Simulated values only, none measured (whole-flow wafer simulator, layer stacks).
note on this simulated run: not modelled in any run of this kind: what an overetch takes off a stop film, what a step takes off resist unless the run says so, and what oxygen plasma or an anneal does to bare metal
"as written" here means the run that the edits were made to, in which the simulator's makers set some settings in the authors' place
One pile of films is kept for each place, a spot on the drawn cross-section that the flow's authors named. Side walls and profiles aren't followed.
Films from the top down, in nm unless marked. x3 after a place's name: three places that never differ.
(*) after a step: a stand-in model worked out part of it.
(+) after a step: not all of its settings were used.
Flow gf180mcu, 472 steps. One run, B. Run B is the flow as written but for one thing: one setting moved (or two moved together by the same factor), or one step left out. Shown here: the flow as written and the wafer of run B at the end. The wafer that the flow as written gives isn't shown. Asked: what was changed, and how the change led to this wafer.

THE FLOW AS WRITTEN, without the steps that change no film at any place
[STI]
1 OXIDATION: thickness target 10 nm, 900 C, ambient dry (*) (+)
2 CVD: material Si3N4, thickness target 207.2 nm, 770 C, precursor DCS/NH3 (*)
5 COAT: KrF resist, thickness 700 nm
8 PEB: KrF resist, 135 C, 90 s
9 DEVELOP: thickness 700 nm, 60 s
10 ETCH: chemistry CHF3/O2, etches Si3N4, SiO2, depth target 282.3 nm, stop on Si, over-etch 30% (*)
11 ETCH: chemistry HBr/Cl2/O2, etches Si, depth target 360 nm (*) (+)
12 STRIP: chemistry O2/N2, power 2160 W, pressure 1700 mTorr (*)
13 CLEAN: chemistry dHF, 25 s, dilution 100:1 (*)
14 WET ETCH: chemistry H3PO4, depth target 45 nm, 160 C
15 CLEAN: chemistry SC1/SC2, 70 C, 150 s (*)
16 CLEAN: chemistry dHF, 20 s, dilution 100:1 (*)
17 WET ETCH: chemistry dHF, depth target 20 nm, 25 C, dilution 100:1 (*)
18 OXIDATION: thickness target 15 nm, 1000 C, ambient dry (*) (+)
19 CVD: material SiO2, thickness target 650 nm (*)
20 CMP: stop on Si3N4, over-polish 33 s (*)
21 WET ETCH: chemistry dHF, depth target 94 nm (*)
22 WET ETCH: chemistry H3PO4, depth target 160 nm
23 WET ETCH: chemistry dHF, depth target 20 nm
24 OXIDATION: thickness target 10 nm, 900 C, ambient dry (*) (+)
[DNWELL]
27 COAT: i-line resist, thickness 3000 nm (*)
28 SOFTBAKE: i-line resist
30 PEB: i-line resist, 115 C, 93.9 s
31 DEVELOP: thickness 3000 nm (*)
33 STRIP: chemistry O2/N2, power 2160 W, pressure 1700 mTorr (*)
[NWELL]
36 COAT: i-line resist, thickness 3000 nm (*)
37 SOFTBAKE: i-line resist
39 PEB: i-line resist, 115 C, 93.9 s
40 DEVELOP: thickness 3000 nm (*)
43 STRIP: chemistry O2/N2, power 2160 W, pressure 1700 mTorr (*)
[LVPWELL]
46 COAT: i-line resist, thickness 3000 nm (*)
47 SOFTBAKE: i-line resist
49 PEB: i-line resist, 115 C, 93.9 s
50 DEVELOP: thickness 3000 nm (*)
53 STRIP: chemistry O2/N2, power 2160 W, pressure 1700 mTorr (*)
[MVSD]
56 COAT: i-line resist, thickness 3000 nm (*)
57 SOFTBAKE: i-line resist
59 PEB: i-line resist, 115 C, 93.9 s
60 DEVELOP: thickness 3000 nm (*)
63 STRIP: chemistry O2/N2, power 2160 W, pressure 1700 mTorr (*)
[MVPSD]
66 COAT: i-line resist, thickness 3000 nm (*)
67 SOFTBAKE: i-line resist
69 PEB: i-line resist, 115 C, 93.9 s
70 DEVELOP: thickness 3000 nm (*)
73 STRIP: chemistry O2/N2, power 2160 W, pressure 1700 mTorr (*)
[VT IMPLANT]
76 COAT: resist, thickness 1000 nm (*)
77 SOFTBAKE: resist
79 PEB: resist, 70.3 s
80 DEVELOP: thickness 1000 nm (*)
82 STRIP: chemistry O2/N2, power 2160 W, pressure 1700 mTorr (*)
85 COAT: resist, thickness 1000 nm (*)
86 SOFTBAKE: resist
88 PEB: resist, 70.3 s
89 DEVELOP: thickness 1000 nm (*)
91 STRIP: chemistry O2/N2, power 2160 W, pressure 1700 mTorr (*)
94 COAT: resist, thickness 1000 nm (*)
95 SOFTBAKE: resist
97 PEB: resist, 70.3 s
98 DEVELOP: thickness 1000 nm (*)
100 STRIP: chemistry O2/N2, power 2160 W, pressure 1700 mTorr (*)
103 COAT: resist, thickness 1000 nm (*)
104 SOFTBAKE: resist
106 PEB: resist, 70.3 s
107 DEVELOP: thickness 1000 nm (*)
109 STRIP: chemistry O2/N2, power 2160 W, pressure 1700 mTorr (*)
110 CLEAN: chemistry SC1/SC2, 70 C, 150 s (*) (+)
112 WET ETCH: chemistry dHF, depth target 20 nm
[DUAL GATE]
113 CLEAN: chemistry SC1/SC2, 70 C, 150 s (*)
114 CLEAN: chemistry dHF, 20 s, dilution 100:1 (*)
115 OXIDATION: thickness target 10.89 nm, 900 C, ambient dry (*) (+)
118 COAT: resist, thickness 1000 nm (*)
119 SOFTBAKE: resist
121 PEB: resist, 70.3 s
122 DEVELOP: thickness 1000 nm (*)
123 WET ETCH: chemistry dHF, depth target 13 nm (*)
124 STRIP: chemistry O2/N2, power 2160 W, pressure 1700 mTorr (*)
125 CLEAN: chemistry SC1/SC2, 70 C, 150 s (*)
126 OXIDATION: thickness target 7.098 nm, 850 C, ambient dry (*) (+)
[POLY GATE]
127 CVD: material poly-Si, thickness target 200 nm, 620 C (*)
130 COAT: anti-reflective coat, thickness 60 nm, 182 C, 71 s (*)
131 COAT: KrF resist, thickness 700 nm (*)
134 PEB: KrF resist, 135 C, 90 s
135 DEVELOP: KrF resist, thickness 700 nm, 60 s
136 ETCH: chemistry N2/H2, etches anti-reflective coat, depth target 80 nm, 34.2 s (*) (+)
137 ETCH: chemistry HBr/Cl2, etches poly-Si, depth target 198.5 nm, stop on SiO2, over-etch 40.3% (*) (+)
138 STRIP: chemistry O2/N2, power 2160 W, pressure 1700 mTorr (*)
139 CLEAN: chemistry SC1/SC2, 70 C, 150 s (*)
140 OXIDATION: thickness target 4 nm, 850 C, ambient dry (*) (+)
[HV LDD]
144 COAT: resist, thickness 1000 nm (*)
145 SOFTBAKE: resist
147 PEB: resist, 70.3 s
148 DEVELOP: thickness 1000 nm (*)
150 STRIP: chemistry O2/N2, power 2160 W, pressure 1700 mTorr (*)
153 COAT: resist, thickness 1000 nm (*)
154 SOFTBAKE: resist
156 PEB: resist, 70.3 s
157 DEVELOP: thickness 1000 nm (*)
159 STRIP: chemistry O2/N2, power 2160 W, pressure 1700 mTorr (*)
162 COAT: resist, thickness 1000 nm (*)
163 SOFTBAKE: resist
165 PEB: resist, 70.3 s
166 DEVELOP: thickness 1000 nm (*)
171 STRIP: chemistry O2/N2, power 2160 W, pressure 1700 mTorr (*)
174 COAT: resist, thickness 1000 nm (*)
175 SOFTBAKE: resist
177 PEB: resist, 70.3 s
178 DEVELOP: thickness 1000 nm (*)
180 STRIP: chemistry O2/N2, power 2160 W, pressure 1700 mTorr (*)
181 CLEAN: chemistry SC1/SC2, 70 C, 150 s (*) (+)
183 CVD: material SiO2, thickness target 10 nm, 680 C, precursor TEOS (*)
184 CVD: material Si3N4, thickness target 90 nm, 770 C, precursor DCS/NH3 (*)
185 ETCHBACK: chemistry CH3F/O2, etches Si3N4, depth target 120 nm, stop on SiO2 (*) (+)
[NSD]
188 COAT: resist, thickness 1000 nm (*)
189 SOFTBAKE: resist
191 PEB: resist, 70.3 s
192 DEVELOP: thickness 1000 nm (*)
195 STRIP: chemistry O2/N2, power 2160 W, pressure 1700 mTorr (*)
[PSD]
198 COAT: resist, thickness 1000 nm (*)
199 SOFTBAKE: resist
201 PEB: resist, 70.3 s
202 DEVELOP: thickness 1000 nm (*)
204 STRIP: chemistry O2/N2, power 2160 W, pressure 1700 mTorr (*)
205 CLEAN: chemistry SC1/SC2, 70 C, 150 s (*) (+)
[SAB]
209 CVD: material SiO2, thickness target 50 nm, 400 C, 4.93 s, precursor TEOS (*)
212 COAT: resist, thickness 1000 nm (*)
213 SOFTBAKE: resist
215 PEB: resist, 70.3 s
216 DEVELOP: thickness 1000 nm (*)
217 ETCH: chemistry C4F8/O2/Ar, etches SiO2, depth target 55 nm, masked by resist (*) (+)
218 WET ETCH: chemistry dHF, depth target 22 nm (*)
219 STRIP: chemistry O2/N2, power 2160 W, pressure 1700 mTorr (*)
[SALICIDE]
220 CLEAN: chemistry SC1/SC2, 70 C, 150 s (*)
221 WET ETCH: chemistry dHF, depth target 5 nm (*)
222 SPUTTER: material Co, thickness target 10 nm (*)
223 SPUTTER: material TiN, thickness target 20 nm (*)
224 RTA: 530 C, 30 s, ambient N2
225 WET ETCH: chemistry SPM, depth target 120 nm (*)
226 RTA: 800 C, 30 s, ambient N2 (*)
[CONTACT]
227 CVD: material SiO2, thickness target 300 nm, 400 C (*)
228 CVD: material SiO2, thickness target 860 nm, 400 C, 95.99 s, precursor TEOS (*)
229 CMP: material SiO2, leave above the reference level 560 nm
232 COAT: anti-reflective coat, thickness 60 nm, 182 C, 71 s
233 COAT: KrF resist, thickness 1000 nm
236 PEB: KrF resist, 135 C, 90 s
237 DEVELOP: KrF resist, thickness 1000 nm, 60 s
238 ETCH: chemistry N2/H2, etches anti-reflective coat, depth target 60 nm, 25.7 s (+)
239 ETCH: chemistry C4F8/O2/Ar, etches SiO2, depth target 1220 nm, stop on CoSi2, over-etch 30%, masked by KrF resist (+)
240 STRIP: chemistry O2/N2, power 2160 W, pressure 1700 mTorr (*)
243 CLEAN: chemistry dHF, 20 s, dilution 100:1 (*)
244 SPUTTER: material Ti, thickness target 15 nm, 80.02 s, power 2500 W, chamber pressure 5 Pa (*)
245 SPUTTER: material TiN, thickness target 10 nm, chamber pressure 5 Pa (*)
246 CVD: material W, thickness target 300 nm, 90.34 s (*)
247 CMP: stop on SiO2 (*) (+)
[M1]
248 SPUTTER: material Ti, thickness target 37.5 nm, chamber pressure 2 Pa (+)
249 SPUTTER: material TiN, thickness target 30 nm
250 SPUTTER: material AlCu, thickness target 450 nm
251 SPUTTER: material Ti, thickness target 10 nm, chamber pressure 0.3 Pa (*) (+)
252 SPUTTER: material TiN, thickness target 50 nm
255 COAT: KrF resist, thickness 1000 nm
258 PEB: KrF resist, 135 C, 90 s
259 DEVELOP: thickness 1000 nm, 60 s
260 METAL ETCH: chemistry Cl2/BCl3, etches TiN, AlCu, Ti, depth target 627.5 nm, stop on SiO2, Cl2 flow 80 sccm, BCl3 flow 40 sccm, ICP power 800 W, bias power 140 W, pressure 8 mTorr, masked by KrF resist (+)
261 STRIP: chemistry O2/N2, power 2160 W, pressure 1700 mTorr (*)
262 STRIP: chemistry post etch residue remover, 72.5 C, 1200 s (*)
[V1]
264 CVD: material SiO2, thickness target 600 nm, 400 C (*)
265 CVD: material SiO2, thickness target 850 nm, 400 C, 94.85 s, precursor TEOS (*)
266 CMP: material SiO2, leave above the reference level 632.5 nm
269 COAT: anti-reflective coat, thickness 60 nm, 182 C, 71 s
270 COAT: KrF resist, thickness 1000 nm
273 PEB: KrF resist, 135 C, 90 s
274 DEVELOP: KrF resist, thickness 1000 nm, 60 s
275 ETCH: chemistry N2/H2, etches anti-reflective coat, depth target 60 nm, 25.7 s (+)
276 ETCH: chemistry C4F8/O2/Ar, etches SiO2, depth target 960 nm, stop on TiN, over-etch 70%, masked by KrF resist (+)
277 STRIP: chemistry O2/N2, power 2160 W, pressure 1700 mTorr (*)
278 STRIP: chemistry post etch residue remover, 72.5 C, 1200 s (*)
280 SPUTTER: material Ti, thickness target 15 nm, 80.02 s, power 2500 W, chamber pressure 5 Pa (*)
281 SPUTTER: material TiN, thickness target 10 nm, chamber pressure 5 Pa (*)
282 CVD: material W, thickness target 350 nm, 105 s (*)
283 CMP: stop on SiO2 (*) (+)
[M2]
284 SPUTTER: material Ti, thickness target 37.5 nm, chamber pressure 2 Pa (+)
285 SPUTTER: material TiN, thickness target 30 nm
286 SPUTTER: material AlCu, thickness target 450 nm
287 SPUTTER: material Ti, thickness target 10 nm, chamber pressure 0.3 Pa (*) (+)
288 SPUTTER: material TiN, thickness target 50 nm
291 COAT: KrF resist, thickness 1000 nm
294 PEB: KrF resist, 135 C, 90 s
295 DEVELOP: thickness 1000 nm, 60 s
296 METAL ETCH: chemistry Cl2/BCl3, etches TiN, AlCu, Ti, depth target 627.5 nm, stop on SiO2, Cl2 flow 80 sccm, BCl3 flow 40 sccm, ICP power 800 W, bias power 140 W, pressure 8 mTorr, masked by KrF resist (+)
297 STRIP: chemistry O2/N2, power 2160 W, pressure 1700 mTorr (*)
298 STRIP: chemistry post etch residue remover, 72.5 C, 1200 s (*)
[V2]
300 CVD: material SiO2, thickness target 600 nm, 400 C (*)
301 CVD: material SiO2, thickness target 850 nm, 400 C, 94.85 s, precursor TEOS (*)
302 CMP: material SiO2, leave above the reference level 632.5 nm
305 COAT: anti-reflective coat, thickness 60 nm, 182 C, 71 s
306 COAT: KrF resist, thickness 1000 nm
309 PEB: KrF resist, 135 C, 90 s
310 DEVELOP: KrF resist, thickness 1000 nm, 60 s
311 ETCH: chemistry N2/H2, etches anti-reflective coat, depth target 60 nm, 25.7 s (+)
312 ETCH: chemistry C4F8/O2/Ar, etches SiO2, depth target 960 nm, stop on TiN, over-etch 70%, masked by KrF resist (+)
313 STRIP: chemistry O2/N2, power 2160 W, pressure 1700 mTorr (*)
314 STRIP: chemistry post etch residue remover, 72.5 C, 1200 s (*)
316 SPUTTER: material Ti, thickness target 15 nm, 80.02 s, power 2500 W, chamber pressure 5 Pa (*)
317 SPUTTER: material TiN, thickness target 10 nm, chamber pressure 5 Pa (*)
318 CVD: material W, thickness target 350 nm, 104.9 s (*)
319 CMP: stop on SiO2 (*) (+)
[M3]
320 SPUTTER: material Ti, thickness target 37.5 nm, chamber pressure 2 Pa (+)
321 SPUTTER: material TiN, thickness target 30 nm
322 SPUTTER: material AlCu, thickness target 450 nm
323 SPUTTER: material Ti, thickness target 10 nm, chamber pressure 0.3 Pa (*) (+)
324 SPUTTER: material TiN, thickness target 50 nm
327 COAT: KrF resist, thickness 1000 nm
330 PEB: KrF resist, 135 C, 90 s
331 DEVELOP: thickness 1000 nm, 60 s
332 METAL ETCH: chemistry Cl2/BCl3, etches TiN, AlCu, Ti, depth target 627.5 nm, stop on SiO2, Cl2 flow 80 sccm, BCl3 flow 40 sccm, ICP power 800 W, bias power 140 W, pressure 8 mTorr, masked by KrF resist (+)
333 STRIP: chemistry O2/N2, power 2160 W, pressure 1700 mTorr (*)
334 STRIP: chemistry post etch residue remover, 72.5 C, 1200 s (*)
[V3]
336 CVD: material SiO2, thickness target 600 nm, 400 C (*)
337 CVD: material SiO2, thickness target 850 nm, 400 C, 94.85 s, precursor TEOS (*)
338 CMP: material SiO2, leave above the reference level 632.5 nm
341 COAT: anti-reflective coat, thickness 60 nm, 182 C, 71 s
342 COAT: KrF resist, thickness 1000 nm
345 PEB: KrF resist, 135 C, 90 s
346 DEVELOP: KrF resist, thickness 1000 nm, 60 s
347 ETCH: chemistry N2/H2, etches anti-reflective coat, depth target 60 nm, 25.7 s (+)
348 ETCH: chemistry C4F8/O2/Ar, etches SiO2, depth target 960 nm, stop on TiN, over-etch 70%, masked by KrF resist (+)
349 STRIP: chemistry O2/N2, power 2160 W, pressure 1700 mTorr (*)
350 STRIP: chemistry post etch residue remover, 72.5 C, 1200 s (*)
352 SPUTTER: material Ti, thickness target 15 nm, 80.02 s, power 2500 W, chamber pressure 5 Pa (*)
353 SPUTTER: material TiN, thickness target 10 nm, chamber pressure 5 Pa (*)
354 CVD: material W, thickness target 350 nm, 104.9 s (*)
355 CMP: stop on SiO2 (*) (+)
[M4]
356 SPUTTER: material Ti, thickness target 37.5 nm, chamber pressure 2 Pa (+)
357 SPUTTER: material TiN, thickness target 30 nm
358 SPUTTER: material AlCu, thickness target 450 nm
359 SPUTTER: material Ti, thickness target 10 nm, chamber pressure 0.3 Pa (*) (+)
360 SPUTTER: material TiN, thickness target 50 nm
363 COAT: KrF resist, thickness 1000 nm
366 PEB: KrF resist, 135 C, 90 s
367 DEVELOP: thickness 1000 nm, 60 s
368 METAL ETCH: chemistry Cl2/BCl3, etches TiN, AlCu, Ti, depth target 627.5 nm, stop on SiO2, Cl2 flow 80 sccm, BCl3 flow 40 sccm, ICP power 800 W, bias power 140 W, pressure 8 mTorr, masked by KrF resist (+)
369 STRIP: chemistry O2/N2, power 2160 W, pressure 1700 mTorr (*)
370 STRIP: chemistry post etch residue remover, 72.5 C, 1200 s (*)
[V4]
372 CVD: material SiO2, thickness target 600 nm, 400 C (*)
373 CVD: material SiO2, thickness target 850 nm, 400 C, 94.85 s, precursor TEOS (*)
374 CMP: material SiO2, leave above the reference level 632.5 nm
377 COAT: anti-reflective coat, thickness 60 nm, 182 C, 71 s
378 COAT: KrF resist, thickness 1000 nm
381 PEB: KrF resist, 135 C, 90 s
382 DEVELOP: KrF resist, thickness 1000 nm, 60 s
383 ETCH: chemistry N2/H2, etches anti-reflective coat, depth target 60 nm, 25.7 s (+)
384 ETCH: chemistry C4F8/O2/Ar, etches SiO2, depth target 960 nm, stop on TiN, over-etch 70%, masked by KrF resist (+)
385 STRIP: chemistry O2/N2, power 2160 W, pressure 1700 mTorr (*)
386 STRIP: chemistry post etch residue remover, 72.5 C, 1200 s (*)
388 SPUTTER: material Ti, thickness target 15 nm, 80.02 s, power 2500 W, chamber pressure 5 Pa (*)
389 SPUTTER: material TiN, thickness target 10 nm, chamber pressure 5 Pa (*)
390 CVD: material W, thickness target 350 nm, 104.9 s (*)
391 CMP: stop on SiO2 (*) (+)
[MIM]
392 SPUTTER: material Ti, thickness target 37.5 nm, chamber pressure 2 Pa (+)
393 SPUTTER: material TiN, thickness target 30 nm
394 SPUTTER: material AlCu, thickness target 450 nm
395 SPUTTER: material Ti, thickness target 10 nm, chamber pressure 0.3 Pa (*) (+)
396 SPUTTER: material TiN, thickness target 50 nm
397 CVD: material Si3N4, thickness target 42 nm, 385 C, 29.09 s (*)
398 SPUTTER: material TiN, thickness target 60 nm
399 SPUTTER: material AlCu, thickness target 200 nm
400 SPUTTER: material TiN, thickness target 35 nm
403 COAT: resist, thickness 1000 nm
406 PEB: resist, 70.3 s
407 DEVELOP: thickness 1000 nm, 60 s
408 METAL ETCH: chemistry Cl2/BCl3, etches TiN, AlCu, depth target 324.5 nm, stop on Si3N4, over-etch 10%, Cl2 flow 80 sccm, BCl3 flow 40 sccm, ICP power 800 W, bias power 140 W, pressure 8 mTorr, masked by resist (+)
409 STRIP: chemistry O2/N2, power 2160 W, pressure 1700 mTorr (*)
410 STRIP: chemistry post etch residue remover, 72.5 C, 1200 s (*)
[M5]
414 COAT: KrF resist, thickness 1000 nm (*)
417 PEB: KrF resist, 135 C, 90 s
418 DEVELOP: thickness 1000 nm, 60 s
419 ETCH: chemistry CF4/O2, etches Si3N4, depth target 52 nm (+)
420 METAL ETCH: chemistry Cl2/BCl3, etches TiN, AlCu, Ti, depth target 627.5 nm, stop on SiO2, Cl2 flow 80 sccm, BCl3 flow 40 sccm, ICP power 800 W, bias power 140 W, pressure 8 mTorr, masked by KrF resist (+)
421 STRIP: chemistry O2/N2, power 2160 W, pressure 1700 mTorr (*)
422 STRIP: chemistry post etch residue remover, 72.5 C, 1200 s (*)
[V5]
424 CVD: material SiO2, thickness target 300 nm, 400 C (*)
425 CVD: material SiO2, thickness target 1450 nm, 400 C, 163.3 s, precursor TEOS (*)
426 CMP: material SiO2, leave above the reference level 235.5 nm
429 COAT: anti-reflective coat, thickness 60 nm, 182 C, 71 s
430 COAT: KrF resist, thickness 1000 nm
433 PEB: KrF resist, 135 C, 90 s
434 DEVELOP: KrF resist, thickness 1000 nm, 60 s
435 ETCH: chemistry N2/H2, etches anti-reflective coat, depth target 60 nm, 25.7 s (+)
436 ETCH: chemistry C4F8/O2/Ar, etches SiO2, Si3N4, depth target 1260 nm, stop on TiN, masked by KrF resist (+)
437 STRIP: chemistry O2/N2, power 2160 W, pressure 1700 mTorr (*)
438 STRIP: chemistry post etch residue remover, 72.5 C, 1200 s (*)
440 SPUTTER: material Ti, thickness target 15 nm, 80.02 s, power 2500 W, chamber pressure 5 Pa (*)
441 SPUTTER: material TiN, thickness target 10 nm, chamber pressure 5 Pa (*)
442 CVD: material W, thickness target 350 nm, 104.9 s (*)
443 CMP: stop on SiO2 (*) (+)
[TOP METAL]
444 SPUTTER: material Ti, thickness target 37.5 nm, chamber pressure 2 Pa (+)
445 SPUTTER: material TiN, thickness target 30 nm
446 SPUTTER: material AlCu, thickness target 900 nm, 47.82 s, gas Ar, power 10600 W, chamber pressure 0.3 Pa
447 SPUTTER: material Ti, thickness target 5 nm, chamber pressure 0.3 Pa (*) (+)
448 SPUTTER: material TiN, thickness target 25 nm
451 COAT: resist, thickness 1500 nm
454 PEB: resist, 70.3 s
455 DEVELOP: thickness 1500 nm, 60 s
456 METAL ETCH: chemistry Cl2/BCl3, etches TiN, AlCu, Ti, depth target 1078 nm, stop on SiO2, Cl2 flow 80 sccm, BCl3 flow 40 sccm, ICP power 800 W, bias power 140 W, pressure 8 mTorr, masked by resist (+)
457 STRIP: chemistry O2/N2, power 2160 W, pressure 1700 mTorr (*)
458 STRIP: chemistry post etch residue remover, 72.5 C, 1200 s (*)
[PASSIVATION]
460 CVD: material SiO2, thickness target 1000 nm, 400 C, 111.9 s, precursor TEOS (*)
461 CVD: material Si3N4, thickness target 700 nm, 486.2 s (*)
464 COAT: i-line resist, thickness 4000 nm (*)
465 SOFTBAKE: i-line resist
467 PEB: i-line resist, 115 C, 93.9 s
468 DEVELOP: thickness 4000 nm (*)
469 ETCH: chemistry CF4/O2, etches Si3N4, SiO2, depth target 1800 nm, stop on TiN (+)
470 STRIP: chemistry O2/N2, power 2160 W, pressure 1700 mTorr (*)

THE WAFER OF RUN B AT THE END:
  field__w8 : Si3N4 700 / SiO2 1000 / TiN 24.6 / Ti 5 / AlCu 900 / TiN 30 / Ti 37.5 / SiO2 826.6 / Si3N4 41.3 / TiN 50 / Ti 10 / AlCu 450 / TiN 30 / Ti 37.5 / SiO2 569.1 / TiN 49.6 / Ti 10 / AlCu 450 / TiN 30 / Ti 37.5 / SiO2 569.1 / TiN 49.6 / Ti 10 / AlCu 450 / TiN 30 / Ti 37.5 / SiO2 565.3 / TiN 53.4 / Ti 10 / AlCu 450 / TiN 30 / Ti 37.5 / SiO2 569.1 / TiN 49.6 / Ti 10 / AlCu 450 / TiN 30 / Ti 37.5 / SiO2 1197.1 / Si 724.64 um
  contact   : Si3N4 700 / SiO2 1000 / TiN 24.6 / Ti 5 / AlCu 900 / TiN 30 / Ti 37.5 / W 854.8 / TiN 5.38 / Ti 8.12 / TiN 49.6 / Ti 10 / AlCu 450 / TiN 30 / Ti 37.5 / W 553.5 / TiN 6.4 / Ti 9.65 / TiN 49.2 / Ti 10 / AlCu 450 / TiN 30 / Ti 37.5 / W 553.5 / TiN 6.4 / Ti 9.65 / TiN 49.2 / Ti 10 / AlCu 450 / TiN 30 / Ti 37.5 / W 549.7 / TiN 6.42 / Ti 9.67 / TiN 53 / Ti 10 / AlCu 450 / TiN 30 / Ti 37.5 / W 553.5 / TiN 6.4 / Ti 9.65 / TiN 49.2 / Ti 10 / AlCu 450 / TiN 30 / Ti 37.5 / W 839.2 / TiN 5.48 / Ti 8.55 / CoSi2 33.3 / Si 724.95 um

The cause: step 288, SPUTTER: thickness target 53.8 nm was run, where the flow has thickness target 50 nm.

How the change led to this, step by step:
  288 SPUTTER: material TiN, thickness target 50 nm
      field, field__w1, field__w2 and 108 more: TiN +53.8 (new film) (as written it would be: TiN +50 (new film))
  296 METAL ETCH: chemistry Cl2/BCl3, etches TiN, AlCu, Ti, depth target 627.5 nm, stop on SiO2, Cl2 flow 80 sccm, BCl3 flow 40 sccm, ICP power 800 W, bias power 140 W, pressure 8 mTorr, masked by KrF resist (+)
      field, field__w1, field__w2 and 103 more: TiN -53.8 (all of it), Ti -10 (all of it), AlCu -450 (all of it), TiN -30 (all of it), Ti -37.5 (all of it) (as written it would be: TiN -50 (all of it), Ti -10 (all of it), AlCu -450 (all of it), TiN -30 (all of it), Ti -37.5 (all of it))
